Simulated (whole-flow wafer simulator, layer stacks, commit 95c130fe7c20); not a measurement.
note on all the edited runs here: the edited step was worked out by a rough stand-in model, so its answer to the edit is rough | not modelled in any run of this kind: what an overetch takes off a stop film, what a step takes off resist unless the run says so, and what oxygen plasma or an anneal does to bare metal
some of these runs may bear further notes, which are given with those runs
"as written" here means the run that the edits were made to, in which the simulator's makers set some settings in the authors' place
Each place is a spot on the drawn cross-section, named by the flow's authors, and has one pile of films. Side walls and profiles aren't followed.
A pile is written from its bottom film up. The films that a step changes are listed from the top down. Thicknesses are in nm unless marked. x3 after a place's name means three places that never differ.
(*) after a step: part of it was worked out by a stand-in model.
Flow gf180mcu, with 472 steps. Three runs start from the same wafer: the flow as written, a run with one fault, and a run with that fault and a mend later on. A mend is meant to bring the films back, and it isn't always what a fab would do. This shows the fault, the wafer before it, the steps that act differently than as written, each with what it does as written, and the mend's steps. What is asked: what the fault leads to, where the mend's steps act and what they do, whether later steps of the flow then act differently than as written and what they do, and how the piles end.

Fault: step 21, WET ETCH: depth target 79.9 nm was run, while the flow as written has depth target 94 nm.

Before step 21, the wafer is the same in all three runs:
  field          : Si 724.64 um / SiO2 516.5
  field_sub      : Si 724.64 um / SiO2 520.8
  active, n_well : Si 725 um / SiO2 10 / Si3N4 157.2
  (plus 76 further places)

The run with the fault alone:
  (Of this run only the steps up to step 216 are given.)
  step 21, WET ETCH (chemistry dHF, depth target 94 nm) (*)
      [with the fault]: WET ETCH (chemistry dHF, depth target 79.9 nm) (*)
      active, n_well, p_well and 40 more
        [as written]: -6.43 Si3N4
        [with the fault]: -5.48 Si3N4
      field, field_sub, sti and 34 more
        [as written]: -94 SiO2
        [with the fault]: -79.9 SiO2
  Later steps of the flow acting differently than as written (78 other steps are not shown; they differ only slightly, by no more than 2% or 0.5 nm, whichever is larger):
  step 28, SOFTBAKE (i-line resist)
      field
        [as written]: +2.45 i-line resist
        [with the fault]: +3.47 i-line resist
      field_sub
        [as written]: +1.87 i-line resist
        [with the fault]: +2.65 i-line resist
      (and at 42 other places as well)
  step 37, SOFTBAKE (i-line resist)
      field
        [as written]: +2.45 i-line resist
        [with the fault]: +3.47 i-line resist
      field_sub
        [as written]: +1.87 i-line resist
        [with the fault]: +2.65 i-line resist
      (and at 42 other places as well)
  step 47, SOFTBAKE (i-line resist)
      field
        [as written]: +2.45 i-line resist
        [with the fault]: +3.47 i-line resist
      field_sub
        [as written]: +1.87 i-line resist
        [with the fault]: +2.65 i-line resist
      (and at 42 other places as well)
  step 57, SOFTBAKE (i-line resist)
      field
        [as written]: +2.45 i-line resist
        [with the fault]: +3.47 i-line resist
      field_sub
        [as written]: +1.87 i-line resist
        [with the fault]: +2.65 i-line resist
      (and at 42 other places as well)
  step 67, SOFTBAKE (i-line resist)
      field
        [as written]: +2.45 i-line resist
        [with the fault]: +3.47 i-line resist
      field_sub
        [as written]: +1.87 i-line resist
        [with the fault]: +2.65 i-line resist
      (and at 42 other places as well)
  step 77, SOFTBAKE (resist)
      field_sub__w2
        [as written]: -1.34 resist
        [with the fault]: -1.92 resist
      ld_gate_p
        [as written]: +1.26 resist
        [with the fault]: +1.77 resist
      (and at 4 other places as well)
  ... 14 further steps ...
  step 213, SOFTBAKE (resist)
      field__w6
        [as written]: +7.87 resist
        [with the fault]: +7.35 resist
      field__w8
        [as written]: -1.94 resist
        [with the fault]: -1.42 resist
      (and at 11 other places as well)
  Once step 216 is done, the piles at field, field__w1, field__w2 and 66 more depart from the flow's by more than 2% or 0.5 nm, whichever is larger.
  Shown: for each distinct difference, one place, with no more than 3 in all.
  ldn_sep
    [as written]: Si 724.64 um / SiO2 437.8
    [with the fault]: Si 724.64 um / SiO2 451.8
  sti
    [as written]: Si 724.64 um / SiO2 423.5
    [with the fault]: Si 724.64 um / SiO2 437.6
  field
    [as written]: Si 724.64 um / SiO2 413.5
    [with the fault]: Si 724.64 um / SiO2 427.5

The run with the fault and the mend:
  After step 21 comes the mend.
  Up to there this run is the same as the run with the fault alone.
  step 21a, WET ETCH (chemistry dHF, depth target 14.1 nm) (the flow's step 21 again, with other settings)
      field, field_sub, sti and 34 more
        -14.1 SiO2
  Later steps of the flow that are run all act as written at every place that is followed, up to a difference of at most 2% or 0.5 nm, whichever is larger.
  At every place that both follow, the piles at the end match the flow's.
